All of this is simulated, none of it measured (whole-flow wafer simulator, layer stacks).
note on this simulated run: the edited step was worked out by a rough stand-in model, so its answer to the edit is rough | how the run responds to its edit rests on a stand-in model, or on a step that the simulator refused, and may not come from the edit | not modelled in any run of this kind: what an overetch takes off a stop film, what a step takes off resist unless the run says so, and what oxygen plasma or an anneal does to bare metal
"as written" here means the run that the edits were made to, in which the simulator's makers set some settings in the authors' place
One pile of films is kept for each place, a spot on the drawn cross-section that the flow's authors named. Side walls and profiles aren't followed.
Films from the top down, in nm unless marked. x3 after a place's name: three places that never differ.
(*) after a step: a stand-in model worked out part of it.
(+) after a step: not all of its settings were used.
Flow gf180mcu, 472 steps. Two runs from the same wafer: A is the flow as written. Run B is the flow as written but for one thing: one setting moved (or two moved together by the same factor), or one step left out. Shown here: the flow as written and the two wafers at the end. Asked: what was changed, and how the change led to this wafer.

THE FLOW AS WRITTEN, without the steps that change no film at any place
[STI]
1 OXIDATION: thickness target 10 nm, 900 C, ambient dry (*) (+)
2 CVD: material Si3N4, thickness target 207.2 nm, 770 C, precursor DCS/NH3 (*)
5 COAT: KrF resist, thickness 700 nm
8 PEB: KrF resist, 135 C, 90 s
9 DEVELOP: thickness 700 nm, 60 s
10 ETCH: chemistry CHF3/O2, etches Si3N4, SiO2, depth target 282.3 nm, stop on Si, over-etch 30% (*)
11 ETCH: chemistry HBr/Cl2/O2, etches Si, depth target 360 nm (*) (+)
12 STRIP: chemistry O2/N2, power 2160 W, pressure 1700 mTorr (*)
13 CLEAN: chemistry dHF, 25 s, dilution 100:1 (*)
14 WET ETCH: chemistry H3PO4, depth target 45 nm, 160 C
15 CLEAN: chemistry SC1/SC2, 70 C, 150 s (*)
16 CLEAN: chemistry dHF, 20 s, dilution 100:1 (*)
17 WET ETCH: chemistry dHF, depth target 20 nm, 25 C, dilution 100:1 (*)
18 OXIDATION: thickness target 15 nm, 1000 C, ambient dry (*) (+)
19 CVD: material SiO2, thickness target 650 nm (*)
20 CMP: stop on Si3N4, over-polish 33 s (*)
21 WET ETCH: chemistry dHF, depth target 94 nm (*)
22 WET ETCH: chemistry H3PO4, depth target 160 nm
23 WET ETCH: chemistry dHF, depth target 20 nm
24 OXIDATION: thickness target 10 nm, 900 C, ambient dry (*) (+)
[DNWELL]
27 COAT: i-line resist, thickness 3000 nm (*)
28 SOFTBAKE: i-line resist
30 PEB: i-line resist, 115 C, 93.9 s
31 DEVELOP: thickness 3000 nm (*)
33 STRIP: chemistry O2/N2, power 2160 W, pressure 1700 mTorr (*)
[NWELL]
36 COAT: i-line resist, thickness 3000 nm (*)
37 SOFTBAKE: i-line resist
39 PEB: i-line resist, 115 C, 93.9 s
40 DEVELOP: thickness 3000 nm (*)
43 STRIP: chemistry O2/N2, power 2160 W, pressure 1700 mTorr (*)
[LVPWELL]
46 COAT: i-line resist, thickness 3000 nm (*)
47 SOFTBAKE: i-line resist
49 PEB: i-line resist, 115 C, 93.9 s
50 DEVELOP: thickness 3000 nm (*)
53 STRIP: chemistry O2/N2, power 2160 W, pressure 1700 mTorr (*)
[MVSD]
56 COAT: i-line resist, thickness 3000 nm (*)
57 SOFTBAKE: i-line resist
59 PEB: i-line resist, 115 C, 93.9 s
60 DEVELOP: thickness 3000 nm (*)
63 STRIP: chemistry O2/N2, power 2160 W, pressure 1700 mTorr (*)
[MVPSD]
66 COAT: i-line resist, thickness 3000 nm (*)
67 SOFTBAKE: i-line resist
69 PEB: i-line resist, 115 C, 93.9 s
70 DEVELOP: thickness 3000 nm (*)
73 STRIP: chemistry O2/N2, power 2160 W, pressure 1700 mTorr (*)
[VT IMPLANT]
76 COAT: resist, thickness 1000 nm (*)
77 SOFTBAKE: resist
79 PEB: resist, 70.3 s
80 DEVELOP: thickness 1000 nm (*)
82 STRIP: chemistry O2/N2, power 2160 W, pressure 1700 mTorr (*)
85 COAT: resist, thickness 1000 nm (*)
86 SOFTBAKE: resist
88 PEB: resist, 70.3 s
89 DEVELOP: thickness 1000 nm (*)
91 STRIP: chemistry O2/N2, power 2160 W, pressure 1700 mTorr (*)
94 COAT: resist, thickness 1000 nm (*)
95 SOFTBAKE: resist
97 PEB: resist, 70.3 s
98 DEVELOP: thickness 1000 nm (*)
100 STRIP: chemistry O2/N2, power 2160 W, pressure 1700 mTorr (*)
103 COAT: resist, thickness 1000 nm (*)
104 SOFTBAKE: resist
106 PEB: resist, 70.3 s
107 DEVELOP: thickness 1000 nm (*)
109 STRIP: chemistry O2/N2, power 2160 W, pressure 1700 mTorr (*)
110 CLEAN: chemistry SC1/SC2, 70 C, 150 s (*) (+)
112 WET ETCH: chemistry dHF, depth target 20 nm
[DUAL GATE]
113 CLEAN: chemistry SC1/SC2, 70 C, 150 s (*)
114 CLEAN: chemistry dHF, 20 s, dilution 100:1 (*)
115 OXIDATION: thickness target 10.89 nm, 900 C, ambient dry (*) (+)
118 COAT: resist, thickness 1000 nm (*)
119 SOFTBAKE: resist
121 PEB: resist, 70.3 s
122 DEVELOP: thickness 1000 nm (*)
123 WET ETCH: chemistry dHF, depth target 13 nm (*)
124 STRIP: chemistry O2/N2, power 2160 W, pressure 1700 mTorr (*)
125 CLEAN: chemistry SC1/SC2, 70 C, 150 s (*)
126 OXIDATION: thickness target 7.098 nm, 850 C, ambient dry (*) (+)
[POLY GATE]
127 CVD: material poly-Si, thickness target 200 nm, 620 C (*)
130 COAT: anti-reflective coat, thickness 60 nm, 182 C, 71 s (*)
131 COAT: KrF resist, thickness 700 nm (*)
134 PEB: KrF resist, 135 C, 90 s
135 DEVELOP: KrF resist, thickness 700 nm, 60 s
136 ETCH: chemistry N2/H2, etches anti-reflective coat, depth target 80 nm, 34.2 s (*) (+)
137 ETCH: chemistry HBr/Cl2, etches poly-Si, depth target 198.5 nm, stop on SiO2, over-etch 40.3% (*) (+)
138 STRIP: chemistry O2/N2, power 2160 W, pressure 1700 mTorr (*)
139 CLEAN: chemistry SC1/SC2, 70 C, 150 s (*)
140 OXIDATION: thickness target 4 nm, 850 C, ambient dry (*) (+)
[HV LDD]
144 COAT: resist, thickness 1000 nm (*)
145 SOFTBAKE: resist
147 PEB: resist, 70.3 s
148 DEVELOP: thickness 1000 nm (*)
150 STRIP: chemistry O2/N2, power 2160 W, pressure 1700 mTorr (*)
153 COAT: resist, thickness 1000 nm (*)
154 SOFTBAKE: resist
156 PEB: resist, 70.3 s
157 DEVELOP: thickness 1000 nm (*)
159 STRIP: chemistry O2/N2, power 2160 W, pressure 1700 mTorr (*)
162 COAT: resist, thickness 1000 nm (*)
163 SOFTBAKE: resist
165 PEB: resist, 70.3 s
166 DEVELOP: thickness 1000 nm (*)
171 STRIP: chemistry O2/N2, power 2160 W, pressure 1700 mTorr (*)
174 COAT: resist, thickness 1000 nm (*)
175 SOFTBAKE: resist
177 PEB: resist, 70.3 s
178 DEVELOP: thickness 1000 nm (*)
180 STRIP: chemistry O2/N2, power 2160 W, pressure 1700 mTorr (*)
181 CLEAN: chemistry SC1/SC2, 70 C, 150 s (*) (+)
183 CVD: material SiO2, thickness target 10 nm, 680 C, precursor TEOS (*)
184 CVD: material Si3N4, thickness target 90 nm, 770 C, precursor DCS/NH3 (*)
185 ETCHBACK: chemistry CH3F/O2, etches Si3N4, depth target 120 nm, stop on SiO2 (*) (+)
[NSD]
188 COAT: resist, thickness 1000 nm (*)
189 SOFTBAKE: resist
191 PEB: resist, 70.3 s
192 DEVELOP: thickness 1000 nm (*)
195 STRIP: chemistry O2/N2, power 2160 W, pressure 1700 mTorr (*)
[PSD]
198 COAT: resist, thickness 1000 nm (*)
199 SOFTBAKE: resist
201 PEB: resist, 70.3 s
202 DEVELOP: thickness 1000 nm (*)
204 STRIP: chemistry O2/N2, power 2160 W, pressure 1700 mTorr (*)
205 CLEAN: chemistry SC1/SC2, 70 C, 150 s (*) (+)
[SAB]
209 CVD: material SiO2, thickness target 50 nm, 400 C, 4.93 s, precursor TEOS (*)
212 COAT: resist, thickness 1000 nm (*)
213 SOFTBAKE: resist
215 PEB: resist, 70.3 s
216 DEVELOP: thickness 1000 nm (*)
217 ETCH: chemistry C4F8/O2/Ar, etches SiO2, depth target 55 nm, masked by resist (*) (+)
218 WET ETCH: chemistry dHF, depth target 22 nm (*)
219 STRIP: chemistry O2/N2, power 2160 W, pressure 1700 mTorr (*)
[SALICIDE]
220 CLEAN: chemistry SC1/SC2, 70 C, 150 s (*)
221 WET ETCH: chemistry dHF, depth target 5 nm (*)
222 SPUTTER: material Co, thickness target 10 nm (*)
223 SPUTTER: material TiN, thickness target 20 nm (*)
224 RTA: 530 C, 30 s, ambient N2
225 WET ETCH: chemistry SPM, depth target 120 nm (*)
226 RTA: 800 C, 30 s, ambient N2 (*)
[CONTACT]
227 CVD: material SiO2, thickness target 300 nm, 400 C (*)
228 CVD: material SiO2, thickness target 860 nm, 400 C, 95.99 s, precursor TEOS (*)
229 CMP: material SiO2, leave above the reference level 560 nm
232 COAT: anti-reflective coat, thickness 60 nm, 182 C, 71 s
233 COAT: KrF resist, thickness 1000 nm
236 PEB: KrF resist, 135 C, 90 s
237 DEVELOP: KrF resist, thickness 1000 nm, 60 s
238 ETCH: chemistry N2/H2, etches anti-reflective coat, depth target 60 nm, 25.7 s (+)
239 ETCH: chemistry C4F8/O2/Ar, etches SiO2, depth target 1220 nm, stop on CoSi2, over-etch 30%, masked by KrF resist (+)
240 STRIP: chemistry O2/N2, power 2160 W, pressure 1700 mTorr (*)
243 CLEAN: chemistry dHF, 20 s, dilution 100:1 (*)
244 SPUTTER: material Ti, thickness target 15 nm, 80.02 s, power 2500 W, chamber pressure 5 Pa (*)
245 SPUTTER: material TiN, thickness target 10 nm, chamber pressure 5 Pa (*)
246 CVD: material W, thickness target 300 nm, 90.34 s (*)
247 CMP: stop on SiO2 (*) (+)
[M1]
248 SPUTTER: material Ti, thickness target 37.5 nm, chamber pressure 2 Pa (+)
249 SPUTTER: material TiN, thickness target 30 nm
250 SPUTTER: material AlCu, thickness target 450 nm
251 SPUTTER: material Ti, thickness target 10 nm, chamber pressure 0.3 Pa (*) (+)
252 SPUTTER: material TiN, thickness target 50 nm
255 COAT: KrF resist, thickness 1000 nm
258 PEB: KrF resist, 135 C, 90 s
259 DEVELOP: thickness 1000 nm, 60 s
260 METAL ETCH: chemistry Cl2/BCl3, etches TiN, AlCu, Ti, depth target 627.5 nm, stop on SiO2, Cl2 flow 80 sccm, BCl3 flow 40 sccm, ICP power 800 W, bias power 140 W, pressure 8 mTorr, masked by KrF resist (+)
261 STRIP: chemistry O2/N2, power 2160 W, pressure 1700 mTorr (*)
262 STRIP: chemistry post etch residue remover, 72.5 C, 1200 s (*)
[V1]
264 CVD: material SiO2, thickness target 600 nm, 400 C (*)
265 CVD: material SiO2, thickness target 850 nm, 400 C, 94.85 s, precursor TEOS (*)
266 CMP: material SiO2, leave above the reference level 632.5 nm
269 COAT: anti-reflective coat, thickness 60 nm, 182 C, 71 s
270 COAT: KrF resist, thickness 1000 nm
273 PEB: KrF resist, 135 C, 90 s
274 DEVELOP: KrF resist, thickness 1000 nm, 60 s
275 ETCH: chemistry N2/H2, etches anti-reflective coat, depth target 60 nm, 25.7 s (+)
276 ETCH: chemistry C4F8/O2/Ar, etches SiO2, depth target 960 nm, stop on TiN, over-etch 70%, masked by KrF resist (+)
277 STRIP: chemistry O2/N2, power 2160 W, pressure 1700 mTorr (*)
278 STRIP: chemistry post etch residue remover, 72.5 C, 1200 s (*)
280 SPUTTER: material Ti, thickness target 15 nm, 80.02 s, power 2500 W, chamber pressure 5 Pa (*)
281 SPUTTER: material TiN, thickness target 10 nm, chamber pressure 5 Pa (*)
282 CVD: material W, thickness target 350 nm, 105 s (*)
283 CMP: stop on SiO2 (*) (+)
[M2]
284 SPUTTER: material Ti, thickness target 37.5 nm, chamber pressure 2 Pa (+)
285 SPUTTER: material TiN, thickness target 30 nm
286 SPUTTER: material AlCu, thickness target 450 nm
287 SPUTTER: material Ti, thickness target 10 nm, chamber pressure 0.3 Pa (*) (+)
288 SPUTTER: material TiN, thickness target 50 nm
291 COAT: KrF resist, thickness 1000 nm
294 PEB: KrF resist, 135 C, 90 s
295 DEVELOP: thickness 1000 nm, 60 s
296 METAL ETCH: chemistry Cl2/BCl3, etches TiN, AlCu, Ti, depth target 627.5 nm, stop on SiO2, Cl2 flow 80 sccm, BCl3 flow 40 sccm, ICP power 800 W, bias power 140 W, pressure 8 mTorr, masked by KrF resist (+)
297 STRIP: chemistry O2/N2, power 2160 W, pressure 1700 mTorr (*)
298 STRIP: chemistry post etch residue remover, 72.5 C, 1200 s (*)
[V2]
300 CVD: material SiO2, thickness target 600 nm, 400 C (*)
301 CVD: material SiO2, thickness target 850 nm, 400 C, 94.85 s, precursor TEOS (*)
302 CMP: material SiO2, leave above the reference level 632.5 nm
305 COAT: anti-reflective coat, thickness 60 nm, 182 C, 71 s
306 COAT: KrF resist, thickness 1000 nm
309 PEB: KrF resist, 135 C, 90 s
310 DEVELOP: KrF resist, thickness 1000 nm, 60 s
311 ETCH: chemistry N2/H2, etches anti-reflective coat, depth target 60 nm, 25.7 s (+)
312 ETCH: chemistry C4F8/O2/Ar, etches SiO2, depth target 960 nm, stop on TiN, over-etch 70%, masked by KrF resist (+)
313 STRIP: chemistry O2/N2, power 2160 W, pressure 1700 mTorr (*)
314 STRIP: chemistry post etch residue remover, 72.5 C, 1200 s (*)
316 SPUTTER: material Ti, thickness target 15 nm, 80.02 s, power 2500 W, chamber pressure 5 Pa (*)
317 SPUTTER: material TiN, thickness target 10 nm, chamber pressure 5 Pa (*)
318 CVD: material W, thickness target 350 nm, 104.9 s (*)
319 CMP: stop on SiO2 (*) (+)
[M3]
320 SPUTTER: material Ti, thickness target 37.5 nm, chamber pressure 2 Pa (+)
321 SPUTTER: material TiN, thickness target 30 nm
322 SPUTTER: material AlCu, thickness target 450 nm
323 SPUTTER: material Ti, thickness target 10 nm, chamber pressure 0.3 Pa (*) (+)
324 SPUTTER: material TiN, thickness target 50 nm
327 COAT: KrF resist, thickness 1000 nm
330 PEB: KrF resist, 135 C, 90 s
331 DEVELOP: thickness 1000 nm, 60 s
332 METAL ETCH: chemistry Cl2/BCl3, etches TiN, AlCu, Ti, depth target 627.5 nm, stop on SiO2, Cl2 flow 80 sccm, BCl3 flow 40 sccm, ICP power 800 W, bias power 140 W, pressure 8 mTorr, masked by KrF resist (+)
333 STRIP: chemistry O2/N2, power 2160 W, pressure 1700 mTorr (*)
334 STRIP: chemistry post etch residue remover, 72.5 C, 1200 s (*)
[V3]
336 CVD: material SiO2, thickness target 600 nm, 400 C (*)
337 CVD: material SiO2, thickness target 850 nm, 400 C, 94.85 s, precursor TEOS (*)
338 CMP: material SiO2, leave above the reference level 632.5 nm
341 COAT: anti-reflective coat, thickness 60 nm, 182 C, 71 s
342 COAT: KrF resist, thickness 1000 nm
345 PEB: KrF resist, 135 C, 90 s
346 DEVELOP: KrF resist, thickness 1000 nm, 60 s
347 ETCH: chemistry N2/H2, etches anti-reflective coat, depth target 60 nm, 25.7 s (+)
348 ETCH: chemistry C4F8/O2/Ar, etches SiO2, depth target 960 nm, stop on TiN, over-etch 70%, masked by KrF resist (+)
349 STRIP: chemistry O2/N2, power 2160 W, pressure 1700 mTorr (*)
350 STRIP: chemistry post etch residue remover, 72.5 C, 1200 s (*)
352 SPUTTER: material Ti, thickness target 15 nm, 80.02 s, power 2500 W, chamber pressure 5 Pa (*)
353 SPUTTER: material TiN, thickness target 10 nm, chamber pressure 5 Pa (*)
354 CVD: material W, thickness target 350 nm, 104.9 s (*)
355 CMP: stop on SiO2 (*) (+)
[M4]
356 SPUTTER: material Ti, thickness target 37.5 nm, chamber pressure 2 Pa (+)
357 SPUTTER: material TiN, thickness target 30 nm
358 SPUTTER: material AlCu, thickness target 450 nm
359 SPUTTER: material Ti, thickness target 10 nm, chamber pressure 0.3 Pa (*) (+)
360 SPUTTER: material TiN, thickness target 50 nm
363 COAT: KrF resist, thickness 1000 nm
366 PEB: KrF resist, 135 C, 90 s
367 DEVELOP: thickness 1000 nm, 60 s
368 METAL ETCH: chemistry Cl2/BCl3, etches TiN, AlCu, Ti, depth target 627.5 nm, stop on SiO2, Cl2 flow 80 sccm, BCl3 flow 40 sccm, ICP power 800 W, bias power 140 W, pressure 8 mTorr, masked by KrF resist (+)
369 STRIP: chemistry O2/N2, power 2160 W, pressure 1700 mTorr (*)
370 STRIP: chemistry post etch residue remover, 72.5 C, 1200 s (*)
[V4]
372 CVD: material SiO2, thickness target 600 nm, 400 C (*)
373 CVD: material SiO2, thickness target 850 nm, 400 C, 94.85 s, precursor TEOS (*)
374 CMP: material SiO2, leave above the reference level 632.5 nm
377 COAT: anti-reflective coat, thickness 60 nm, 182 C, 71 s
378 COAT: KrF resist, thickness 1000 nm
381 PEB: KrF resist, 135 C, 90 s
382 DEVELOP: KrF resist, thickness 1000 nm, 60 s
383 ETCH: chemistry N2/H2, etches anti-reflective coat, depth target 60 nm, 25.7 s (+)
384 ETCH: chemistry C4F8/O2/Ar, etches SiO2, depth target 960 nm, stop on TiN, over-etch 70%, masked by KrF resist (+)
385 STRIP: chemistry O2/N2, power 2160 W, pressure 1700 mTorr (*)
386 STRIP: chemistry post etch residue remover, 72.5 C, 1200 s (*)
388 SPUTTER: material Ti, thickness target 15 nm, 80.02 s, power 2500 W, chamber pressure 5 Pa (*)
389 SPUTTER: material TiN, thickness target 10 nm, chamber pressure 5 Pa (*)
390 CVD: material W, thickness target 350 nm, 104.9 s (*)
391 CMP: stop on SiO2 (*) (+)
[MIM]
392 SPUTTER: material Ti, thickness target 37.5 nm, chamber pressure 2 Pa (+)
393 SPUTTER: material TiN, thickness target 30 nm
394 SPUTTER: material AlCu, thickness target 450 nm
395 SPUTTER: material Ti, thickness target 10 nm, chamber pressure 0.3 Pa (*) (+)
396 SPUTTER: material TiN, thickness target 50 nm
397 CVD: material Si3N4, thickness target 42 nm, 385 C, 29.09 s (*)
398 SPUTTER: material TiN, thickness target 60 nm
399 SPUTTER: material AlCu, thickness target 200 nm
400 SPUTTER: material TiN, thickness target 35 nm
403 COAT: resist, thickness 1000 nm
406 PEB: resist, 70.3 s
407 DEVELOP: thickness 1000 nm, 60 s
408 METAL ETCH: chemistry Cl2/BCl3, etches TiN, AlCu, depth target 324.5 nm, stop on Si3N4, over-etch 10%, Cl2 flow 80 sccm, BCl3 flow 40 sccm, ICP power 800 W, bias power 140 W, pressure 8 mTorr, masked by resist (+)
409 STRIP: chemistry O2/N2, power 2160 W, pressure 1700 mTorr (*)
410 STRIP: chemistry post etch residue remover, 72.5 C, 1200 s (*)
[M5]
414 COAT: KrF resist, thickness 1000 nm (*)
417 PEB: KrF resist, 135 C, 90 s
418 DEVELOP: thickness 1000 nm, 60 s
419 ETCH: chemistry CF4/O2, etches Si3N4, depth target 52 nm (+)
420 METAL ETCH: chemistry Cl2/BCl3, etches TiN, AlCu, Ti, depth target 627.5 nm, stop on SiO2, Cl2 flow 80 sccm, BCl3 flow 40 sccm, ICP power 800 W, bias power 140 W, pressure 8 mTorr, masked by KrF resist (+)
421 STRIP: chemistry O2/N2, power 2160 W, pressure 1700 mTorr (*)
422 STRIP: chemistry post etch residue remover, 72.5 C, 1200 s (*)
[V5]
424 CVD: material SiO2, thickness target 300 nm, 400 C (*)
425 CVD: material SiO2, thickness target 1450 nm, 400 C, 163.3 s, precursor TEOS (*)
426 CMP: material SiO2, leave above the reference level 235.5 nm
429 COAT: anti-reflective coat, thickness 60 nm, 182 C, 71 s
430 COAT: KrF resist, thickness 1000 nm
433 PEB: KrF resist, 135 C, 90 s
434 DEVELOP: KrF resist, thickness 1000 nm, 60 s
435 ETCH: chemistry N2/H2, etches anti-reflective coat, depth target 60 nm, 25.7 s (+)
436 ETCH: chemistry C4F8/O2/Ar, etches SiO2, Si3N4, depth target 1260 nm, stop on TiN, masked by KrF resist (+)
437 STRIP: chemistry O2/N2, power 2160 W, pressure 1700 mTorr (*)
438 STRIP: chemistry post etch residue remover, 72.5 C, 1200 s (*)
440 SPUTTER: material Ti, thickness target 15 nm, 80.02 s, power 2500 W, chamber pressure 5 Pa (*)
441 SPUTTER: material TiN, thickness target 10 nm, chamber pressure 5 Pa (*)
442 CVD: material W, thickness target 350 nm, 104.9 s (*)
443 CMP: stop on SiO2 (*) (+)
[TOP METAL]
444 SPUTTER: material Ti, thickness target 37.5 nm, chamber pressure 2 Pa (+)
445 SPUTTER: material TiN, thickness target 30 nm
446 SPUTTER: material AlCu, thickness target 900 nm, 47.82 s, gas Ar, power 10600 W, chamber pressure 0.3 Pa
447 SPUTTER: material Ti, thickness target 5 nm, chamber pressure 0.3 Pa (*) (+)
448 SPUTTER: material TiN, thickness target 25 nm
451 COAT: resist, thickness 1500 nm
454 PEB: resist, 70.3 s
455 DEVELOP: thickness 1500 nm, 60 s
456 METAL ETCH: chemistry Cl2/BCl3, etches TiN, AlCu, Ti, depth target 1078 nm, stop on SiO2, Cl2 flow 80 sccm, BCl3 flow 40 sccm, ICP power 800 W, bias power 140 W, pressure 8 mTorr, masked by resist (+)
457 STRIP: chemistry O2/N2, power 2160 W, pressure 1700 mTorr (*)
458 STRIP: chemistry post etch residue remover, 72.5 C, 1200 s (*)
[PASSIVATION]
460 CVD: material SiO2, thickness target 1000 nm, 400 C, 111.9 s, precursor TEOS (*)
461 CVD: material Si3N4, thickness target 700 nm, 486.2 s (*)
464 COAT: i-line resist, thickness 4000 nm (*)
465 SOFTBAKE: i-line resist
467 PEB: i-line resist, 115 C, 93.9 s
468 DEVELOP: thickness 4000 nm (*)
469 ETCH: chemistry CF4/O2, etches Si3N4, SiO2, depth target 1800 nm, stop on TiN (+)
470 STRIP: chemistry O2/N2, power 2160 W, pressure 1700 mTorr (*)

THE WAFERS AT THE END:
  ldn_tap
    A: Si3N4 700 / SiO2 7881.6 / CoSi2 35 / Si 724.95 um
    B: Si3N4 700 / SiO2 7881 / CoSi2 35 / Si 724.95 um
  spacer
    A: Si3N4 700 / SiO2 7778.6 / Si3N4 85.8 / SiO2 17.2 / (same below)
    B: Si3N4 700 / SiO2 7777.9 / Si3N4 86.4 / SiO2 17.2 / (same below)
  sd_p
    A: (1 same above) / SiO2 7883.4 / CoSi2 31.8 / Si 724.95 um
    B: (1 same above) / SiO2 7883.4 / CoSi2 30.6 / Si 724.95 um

The cause: step 209, CVD: thickness target 73.8 nm was run, where the flow has thickness target 50 nm; step 209, CVD: 7.272 s was run, where the flow has 4.93 s.

How the change led to this, step by step:
  209 CVD: material SiO2, thickness target 50 nm, 400 C, 4.93 s, precursor TEOS (*)
      field, field__w7, field__w8 and 73 more: A SiO2 +50 | B SiO2 +72.9
      field_sub__w1, field_sub__w3, field_sub__w4, field_sub__w5, ld_drift_n: A SiO2 +48.9 | B SiO2 +71.3
      (and at 28 more places)
  217 ETCH: chemistry C4F8/O2/Ar, etches SiO2, depth target 55 nm, masked by resist (*) (+)
      spacer: A SiO2 -50 (all of it), Si3N4 -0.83 | B SiO2 -55
  218 WET ETCH: chemistry dHF, depth target 22 nm (*)
      ldn_tap, ldn_src, ldn_drn, ldp_tap, ldp_src, ldp_drn, ldp_gr: A SiO2 -16 (all of it) | B SiO2 -37.1
      ld_drn_n, ld_sd_p: A SiO2 -14.8 (all of it) | B SiO2 -35.8
      (and at 91 more places)
  219 STRIP: chemistry O2/N2, power 2160 W, pressure 1700 mTorr (*)
      active_hv, active_nat, ld_sd_n and 10 more: A chemical SiO2 +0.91 (new film), Si -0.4 | B nothing
  221 WET ETCH: chemistry dHF, depth target 5 nm (*)
      ldn_tap, ldn_src, ldn_drn, ldp_tap, ldp_src, ldp_drn, ldp_gr: A chemical SiO2 -0.76 (all of it) | B SiO2 -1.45 (all of it)
      ld_drn_n, ld_sd_p: A chemical SiO2 -0.76 (all of it) | B SiO2 -1.02 (all of it)
      (and at 4 more places)
  223 SPUTTER: material TiN, thickness target 20 nm (*)
      field__w12: A TiN +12 (new film) | B TiN +12.7 (new film)
      sd_p: A TiN +17.9 (new film) | B TiN +17.2 (new film)
      (and at 1 more place)
  224 RTA: 530 C, 30 s, ambient N2
      sd_p: A under 1 film: CoSi +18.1 (new film), Co -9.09 (all of it), Si -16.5 | B under 1 film: CoSi +17.4 (new film), Co -8.75 (all of it), Si -15.9
  225 WET ETCH: chemistry SPM, depth target 120 nm (*)
      field__w12: A TiN -12 (all of it), Co -6.15 (all of it) | B TiN -12.7 (all of it), Co -6.44 (all of it)
      sd_p: A TiN -17.9 (all of it) | B TiN -17.2 (all of it)
      (and at 1 more place)
  226 RTA: 800 C, 30 s, ambient N2 (*)
      sd_p: A CoSi2 +31.8 (new film), CoSi -18.1 (all of it), Si -16.5 | B CoSi2 +30.6 (new film), CoSi -17.4 (all of it), Si -15.9
  229 CMP: material SiO2, leave above the reference level 560 nm
      ldn_sep__w1, ldn_sep__w2, ldn_dft and 8 more: A SiO2 -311 | B SiO2 -320.2
      sti, mim_1p0, pad, dice_street, iso_nw_fld, iso_fld_sub: A SiO2 -296.8 | B SiO2 -306
      (and at 43 more places)
